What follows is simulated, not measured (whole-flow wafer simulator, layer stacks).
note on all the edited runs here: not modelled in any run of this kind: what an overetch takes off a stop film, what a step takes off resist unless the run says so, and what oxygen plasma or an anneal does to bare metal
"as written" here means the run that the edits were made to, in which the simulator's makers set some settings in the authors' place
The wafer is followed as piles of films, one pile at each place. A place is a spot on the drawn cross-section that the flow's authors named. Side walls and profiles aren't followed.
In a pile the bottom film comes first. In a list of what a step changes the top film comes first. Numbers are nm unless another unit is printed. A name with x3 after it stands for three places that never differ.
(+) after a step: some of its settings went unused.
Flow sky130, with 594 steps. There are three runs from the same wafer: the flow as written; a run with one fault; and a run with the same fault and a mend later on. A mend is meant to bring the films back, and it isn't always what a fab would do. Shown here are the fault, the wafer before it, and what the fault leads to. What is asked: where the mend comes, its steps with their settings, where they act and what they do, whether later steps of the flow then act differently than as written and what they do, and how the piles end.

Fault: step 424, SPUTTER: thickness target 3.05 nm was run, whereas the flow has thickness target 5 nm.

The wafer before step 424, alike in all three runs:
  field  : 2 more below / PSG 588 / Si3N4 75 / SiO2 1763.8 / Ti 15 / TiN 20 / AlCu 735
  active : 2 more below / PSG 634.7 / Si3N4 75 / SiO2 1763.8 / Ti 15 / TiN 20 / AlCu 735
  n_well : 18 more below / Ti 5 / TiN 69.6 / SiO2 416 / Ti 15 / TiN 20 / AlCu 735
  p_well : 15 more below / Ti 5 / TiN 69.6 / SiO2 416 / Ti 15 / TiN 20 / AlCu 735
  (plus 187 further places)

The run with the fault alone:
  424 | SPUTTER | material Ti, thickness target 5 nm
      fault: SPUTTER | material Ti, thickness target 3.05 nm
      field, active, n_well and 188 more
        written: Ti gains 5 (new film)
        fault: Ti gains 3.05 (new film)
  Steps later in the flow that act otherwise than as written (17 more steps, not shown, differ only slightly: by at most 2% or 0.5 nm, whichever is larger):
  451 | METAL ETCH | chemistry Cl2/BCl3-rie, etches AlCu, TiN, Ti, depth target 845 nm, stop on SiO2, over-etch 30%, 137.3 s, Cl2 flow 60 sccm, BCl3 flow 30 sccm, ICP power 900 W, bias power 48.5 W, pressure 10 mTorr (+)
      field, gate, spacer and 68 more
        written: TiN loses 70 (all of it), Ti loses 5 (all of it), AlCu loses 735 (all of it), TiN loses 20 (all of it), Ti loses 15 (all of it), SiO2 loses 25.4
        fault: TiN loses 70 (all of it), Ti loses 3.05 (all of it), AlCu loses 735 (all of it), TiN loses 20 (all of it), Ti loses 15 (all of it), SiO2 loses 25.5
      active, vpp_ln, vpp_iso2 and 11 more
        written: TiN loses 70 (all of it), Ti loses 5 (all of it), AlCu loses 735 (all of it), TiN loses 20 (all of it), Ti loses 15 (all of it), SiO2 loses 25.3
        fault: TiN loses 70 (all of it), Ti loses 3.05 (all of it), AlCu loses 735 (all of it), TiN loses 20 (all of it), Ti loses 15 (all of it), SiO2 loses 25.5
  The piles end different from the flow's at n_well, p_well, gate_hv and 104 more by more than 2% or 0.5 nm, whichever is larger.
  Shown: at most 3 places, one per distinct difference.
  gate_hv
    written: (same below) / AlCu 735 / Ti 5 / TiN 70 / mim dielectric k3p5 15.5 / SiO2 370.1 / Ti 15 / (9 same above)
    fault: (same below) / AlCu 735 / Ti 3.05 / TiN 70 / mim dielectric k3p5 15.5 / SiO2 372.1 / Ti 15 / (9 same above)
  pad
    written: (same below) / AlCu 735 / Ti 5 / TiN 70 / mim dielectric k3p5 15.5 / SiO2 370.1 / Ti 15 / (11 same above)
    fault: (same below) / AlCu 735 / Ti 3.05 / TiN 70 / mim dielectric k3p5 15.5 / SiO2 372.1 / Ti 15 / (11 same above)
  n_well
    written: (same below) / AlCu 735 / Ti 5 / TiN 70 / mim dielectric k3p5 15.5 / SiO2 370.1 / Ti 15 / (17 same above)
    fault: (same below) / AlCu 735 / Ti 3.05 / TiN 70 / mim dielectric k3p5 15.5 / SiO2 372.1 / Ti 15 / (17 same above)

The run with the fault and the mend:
  The mend stands after step 424.
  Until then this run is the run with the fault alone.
  424a | SPUTTER | material Ti, thickness target 1.95 nm (the flow's step 424, run once more with other settings)
      field, active, n_well and 188 more
        Ti gains 1.95
  Every later step of the flow that is run acts as written at every place that is followed.
  At every place that both follow, the piles at the end match the flow's.
